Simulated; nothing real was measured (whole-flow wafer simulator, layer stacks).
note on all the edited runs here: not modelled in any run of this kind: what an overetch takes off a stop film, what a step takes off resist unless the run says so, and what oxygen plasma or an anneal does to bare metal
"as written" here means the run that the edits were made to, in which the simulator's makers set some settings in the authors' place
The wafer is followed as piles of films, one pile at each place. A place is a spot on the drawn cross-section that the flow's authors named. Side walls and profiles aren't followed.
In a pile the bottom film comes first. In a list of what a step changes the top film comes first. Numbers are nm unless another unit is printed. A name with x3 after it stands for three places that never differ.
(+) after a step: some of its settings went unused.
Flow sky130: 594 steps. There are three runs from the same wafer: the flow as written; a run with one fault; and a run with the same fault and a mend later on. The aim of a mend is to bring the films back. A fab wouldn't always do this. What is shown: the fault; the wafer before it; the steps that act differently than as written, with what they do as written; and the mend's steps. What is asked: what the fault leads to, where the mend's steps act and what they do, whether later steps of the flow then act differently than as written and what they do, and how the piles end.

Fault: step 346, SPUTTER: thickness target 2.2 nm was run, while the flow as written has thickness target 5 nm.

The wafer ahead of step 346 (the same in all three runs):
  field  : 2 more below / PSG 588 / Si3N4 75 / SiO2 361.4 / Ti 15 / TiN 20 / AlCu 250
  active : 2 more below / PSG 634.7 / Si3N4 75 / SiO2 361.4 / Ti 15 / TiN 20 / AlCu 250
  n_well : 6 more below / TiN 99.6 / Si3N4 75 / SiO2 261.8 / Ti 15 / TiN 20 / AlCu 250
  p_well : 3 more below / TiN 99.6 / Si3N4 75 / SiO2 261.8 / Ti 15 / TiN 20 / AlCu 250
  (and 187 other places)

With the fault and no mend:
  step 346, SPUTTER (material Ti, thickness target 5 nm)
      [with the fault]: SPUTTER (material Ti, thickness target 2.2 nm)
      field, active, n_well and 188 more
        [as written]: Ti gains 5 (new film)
        [with the fault]: Ti gains 2.2 (new film)
  Steps further on in the flow that do not act as written (not shown: 15 more steps that differ only slightly, by at most 2% or 0.5 nm, whichever is larger):
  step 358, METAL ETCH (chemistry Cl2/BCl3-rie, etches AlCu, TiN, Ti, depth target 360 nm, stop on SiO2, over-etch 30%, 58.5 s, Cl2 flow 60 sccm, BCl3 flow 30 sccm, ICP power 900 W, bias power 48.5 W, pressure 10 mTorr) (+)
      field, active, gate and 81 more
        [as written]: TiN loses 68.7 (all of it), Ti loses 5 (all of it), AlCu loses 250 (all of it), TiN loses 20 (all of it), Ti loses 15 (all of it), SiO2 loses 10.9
        [with the fault]: TiN loses 68.7 (all of it), Ti loses 2.2 (all of it), AlCu loses 250 (all of it), TiN loses 20 (all of it), Ti loses 15 (all of it), SiO2 loses 11.2
  The piles end different from the flow's at n_well, p_well, gate_hv and 104 more by more than 2% or 0.5 nm, whichever is larger.
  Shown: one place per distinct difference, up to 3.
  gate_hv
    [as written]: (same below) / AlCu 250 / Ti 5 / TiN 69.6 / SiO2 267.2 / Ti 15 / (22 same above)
    [with the fault]: (same below) / AlCu 250 / Ti 2.2 / TiN 69.6 / SiO2 270 / Ti 15 / (22 same above)
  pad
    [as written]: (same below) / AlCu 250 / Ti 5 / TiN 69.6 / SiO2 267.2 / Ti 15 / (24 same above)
    [with the fault]: (same below) / AlCu 250 / Ti 2.2 / TiN 69.6 / SiO2 270 / Ti 15 / (24 same above)
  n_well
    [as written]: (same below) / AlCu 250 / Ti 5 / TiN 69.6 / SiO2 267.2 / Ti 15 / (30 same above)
    [with the fault]: (same below) / AlCu 250 / Ti 2.2 / TiN 69.6 / SiO2 270 / Ti 15 / (30 same above)

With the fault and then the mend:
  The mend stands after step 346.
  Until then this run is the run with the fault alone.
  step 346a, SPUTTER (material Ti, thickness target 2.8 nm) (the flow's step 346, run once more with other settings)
      field, active, n_well and 188 more
        Ti gains 2.8
  Later steps of the flow that are run all act as written at every place that is followed.
  The piles end the same as the flow's at every place that both follow.
